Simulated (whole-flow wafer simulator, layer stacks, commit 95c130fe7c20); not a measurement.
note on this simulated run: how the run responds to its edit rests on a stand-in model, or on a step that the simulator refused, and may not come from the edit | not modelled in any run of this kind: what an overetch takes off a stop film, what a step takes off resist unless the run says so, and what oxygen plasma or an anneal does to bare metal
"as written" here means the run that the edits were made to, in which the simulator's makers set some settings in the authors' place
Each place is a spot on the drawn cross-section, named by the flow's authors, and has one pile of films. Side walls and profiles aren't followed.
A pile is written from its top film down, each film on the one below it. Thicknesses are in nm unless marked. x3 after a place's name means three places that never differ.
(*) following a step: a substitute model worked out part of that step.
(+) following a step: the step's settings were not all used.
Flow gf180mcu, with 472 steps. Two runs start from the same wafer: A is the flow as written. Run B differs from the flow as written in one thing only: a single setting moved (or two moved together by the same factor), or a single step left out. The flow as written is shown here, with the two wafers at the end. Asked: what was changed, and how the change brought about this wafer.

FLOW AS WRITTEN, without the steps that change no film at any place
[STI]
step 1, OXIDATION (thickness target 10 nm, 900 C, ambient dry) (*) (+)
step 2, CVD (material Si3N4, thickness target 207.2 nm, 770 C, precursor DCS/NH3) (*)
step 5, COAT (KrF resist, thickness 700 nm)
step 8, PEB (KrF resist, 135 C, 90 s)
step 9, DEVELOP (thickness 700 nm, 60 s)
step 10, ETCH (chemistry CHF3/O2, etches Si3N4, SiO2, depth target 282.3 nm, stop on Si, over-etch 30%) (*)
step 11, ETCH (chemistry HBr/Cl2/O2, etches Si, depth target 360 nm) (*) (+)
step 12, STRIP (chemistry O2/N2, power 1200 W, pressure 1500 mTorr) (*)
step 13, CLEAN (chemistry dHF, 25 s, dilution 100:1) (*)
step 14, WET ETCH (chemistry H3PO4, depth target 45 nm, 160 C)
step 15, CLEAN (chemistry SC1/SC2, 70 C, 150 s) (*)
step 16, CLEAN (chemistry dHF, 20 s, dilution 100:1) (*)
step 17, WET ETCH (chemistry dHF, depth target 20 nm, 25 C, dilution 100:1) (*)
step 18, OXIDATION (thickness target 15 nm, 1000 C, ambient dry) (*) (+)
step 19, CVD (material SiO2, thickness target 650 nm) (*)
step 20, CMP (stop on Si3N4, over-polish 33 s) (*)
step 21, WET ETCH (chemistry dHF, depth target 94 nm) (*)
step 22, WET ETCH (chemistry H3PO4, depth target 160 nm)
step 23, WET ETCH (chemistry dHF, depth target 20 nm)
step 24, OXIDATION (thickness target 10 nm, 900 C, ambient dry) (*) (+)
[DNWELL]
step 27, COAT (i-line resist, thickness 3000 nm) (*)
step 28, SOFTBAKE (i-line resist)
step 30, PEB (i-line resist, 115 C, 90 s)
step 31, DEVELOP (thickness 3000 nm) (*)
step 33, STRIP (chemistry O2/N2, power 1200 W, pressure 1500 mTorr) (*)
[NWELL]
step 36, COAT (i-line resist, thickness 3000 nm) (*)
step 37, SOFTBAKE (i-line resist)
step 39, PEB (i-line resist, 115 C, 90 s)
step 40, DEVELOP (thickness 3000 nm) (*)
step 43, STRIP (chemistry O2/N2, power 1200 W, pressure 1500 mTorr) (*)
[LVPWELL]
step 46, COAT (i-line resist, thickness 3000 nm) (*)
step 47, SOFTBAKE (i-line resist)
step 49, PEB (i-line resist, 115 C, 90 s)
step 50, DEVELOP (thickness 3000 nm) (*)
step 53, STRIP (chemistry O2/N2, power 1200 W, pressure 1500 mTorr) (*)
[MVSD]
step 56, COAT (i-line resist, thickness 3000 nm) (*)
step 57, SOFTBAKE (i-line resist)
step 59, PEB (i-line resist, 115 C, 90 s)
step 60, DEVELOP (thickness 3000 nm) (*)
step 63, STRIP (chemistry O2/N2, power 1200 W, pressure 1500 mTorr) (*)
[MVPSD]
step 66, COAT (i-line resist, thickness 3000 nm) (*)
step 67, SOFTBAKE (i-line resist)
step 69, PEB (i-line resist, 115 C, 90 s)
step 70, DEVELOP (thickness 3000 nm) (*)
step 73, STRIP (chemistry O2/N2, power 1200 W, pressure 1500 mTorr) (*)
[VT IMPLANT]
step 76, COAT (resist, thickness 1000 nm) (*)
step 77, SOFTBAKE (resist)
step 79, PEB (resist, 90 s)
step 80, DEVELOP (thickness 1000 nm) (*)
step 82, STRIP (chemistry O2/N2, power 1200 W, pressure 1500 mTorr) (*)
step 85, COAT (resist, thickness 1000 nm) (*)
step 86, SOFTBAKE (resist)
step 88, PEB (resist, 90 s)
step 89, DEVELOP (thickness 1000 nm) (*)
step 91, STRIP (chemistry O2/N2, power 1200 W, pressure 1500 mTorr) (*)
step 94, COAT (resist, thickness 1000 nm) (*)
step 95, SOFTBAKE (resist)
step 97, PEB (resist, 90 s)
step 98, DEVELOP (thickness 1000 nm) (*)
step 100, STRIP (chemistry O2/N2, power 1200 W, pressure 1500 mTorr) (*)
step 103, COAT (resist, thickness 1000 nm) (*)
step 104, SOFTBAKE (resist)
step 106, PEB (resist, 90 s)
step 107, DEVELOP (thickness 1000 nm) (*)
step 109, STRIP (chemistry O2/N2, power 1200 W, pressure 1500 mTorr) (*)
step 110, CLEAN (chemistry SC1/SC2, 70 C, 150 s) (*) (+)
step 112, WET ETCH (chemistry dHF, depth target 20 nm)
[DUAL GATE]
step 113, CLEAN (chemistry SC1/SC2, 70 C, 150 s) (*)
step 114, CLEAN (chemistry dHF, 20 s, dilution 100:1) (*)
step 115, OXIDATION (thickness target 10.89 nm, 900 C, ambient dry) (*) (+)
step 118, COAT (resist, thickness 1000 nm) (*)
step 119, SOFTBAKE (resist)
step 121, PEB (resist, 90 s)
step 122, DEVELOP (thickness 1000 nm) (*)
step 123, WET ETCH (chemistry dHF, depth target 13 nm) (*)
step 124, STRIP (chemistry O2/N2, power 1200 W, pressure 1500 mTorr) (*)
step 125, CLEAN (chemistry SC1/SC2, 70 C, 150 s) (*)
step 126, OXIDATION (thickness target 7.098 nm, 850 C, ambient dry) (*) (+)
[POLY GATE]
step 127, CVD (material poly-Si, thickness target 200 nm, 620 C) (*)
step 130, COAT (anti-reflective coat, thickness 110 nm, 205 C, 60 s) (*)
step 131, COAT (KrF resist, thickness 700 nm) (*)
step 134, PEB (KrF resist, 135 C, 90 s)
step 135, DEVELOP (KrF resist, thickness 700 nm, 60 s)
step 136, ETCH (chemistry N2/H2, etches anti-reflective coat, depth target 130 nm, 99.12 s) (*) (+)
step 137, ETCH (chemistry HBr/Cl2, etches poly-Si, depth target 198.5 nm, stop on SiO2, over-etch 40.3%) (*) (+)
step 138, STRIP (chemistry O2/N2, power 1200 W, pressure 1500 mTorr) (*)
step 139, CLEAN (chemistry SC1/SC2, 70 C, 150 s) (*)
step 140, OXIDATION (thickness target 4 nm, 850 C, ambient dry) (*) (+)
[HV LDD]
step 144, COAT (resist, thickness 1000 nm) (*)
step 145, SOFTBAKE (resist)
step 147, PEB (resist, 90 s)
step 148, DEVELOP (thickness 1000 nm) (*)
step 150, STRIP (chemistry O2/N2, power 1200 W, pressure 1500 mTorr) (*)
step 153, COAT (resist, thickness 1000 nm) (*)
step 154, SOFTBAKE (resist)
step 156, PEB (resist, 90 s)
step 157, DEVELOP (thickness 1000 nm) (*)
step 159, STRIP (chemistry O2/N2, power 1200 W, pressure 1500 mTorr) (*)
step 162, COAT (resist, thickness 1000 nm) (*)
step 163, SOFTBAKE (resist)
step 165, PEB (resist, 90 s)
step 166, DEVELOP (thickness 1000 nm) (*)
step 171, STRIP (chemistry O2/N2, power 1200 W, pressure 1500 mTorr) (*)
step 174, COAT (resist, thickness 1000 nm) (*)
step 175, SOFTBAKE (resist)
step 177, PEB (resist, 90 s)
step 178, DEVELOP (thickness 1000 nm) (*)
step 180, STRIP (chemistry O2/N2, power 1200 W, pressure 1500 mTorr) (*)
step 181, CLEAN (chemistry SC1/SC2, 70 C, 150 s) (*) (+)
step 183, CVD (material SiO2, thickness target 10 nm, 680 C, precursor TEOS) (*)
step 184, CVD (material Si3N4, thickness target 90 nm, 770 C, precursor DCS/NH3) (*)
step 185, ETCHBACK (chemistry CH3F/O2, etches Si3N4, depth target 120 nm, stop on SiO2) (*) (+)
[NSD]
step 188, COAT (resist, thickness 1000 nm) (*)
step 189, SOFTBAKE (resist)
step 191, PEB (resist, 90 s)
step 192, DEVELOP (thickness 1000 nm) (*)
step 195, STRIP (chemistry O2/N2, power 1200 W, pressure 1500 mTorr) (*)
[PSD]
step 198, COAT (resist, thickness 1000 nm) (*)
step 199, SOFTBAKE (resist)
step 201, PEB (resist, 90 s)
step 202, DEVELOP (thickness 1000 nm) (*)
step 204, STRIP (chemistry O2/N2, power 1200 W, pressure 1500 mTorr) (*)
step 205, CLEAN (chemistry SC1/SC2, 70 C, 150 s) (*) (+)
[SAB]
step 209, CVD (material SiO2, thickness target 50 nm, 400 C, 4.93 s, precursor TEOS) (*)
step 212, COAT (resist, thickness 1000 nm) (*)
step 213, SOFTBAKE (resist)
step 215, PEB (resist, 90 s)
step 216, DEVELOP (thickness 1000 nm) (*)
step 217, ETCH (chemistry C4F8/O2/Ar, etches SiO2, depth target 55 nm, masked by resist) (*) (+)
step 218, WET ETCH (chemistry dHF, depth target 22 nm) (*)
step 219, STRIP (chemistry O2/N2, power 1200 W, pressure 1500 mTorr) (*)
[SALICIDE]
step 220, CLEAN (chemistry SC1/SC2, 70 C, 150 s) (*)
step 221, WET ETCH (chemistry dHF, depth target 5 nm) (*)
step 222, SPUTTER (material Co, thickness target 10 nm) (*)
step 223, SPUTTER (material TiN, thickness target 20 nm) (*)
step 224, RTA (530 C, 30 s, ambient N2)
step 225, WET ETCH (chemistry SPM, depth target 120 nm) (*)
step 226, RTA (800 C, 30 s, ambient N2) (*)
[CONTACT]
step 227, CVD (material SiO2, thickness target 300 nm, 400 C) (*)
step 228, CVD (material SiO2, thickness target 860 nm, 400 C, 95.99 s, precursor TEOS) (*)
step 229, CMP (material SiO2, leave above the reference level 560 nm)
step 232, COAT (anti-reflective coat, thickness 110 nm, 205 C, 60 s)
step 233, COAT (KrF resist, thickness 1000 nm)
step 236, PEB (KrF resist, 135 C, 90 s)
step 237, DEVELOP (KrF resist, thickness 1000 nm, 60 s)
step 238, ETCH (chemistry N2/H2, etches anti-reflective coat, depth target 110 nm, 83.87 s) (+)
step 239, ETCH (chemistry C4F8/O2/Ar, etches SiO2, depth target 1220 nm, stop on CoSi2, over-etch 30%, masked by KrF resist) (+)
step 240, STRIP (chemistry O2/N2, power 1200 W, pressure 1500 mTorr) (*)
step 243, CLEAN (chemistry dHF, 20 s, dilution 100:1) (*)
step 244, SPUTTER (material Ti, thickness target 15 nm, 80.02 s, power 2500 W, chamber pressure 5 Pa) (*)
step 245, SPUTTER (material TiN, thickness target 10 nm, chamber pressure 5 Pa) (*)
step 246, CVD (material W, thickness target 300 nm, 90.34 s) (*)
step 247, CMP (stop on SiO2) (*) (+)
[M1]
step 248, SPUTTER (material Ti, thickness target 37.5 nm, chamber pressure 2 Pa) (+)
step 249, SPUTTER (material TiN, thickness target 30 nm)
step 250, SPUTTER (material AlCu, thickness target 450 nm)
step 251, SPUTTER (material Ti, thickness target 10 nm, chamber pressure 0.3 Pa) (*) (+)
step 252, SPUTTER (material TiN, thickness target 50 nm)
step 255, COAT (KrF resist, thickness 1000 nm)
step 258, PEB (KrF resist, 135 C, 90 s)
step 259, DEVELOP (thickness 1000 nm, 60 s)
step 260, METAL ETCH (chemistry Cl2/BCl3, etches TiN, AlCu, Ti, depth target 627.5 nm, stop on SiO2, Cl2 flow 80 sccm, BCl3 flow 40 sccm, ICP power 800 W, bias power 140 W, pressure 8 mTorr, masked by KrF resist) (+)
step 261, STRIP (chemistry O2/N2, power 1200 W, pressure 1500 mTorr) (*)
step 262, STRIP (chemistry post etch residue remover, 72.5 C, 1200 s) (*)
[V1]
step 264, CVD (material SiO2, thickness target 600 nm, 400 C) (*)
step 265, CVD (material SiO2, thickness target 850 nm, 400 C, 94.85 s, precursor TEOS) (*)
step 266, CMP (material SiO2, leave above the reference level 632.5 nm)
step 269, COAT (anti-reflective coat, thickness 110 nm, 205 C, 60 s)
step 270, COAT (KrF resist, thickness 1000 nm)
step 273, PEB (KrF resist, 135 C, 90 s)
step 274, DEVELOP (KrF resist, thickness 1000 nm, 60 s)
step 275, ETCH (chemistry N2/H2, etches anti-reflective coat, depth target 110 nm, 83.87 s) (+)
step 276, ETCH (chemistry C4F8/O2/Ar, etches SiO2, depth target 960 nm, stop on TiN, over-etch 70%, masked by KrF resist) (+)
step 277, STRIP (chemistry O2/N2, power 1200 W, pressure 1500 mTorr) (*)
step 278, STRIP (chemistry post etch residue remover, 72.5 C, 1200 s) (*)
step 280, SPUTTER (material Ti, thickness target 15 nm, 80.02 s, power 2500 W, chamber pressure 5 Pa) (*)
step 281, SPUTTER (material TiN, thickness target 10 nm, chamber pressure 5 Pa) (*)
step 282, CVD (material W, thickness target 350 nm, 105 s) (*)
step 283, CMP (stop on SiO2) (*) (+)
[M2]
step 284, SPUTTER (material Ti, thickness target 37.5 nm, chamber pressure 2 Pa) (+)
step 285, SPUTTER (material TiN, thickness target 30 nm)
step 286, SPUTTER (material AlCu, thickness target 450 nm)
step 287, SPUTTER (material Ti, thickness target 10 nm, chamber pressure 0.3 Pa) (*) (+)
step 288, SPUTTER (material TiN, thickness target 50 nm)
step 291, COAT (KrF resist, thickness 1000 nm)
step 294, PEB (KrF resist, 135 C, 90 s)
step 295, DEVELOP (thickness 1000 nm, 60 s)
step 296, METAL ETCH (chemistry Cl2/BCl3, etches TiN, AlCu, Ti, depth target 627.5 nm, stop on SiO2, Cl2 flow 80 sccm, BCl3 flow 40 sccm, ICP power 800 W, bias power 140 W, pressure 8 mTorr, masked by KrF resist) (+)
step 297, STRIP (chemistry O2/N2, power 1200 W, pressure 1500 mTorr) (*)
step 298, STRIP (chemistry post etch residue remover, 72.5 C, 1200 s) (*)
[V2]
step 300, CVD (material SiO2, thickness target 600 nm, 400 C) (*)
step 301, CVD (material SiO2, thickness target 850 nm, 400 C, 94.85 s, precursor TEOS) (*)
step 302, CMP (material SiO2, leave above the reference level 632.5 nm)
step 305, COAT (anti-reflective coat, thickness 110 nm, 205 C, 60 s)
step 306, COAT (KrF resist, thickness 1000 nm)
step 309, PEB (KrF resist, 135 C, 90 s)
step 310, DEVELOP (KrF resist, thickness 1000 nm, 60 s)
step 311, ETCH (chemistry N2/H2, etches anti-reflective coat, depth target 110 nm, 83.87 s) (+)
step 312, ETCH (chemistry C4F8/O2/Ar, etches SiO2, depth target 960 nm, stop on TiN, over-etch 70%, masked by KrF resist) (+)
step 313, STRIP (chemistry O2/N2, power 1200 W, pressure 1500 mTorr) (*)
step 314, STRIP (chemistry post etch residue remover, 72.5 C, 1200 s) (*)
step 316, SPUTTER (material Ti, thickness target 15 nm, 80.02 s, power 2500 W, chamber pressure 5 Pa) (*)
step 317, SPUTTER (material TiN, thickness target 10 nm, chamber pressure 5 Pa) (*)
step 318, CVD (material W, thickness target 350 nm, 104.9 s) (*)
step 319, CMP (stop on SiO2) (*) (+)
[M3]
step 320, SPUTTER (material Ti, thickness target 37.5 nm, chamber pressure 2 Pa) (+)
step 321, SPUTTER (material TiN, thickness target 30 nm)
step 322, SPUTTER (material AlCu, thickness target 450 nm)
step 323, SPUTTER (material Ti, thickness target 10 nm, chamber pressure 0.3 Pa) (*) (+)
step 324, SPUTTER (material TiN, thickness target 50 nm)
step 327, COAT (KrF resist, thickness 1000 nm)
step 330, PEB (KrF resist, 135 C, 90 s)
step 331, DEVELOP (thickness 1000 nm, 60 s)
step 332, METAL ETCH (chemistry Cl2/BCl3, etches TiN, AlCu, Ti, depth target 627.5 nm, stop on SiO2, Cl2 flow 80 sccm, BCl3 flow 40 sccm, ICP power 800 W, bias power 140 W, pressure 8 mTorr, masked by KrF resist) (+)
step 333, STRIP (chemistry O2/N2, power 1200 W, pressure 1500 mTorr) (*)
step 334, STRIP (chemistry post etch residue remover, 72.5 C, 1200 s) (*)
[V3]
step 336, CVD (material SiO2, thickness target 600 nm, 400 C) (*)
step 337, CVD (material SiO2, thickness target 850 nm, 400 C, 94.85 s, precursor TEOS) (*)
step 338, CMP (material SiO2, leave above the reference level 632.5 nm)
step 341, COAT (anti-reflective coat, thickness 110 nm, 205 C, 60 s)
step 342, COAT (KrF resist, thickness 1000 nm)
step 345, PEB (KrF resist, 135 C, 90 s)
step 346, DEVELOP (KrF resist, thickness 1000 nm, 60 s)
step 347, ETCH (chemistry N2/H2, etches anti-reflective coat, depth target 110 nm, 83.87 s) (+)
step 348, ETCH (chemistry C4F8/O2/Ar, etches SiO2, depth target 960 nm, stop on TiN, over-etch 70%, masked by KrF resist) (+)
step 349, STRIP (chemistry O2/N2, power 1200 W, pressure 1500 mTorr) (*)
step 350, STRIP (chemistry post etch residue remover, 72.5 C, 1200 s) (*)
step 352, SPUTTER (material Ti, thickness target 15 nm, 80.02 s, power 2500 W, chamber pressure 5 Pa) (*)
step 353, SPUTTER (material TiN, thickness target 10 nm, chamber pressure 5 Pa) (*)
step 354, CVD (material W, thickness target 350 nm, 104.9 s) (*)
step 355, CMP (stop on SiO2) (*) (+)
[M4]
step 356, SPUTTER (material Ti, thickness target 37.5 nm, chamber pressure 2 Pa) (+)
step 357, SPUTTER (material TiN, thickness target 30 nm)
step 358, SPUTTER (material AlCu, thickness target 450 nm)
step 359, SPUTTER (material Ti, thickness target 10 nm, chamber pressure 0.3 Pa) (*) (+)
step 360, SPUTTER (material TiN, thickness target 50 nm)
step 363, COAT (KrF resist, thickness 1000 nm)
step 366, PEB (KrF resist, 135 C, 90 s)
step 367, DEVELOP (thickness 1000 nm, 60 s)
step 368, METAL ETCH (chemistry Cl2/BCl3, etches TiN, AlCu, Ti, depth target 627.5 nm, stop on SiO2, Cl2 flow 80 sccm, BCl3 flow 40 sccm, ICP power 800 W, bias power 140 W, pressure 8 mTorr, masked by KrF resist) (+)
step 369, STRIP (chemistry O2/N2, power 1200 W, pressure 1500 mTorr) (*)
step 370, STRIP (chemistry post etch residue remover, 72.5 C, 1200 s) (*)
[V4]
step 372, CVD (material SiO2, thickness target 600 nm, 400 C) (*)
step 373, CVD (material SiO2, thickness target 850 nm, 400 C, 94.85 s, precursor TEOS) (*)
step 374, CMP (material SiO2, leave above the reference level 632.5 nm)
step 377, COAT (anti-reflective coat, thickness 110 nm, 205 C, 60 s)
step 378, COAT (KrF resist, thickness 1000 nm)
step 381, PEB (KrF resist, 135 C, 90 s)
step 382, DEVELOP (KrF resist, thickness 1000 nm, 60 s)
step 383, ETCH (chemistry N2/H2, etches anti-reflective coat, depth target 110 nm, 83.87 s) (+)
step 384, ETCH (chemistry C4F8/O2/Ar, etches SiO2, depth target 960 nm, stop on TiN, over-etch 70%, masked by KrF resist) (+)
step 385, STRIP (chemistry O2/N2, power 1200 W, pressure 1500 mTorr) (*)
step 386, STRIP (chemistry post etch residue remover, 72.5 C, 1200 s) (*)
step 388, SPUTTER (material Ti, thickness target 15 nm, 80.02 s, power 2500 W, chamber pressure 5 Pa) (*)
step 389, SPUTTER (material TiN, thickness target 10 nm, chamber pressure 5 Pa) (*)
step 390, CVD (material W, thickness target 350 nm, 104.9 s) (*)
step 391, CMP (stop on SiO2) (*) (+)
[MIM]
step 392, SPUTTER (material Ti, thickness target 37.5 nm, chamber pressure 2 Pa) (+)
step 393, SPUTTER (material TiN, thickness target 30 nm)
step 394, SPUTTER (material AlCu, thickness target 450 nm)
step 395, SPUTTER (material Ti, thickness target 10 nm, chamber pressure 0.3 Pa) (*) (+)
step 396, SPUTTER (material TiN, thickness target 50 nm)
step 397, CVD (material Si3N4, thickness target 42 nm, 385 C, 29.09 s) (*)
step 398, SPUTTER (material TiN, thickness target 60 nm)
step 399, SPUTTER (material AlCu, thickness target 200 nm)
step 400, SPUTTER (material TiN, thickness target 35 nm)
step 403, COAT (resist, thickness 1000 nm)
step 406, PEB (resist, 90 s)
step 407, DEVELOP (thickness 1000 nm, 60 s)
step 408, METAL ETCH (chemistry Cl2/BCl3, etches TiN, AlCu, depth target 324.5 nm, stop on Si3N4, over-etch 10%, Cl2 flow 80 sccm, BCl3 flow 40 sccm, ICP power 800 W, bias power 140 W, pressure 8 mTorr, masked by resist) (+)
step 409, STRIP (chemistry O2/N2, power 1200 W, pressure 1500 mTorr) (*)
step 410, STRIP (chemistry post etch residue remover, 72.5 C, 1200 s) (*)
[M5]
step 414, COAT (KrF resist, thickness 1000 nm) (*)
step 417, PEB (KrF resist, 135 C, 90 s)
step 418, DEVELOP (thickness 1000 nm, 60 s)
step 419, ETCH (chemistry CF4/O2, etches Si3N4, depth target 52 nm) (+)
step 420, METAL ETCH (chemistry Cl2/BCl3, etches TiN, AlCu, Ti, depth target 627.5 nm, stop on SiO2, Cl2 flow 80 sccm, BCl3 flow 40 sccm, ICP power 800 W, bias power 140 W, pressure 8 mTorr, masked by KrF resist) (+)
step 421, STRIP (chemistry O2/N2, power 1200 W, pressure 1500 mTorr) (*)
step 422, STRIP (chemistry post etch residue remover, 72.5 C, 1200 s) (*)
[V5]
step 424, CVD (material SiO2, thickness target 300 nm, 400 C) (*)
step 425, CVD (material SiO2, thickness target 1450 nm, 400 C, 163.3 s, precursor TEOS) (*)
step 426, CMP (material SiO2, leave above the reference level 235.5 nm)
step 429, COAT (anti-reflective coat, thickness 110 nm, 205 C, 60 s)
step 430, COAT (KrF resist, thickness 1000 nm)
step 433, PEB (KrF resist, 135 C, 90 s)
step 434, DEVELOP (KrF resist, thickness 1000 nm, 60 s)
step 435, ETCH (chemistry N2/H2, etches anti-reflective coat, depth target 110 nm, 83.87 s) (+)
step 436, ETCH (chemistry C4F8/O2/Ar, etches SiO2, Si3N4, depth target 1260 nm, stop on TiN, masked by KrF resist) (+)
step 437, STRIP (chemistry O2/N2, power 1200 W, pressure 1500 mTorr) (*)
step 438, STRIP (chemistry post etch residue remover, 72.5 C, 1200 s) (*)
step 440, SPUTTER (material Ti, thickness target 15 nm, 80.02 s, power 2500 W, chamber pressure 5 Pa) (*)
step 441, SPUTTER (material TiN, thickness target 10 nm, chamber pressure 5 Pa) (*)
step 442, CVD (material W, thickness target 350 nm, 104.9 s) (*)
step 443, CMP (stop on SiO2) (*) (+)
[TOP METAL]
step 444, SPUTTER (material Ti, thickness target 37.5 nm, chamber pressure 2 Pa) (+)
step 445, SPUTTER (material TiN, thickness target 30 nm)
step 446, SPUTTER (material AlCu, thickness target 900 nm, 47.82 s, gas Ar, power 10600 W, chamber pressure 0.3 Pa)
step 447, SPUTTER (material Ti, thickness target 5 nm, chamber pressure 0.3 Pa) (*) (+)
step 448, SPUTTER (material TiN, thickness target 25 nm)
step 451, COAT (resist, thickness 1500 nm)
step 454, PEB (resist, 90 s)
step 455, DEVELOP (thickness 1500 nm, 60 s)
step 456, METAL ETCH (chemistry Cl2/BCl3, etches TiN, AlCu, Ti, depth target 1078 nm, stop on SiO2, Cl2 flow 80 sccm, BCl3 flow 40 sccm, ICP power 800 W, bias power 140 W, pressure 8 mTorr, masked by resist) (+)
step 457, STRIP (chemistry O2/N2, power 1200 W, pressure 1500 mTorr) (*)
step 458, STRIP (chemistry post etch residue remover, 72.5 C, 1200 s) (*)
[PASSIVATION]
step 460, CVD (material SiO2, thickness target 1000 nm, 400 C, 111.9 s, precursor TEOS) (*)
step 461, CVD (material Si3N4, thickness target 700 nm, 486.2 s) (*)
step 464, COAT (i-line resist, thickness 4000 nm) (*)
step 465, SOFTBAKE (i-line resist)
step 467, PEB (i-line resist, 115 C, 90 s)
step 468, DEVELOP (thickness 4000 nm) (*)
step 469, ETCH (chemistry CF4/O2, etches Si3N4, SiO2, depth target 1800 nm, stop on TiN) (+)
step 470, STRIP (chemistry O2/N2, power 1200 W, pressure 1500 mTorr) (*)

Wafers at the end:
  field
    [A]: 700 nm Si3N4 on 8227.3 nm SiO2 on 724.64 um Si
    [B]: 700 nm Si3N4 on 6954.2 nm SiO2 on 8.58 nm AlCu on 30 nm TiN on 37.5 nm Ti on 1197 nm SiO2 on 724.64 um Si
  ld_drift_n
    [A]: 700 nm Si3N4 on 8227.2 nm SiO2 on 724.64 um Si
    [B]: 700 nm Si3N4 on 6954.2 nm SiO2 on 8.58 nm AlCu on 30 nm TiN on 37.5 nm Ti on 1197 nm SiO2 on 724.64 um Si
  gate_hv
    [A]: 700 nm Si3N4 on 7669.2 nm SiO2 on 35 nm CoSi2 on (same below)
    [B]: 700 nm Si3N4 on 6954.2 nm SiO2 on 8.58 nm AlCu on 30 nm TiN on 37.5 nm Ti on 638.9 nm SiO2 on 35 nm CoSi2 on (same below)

The reason: step 260, METAL ETCH: depth target 495.7 nm was run, though the flow has depth target 627.5 nm.

Step by step, how the change led to this:
  step 260, METAL ETCH (chemistry Cl2/BCl3, etches TiN, AlCu, Ti, depth target 627.5 nm, stop on SiO2, Cl2 flow 80 sccm, BCl3 flow 40 sccm, ICP power 800 W, bias power 140 W, pressure 8 mTorr, masked by KrF resist) (+)
      field, field__w1, field__w2 and 99 more: A TiN loses 50 (all of it), Ti loses 10 (all of it), AlCu loses 450 (all of it), TiN loses 30 (all of it), Ti loses 37.5 (all of it) | B TiN loses 50 (all of it), Ti loses 10 (all of it), AlCu loses 435.7
      field__w8, contact, m1 and 6 more: A KrF resist loses 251 | B KrF resist loses 198.3
  step 261, STRIP (chemistry O2/N2, power 1200 W, pressure 1500 mTorr) (*)
      field__w8, contact, m1 and 6 more: A KrF resist loses 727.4 (all of it) | B KrF resist loses 780.1 (all of it)
  step 262, STRIP (chemistry post etch residue remover, 72.5 C, 1200 s) (*)
      field, field__w1, field__w2 and 99 more: A nothing | B AlCu loses 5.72
  step 264, CVD (material SiO2, thickness target 600 nm, 400 C) (*)
      field, field__w1, field__w2 and 99 more: A SiO2 gains 600 | B SiO2 gains 600 (new film)
  step 266, CMP (material SiO2, leave above the reference level 632.5 nm)
      field, field__w1, field__w2 and 99 more: A SiO2 loses 300 | B SiO2 loses 376.1
Taking metal films that touch as one body, field has 1 body; the flow as written gives 0 bodies.
Taking metal films that touch as one body, ld_drift_n has 1 body; the flow as written gives 0 bodies.
Taking metal films that touch as one body, gate_hv has 2 bodies (between them, from the top down: SiO2 638.9); the flow as written gives 1 body.
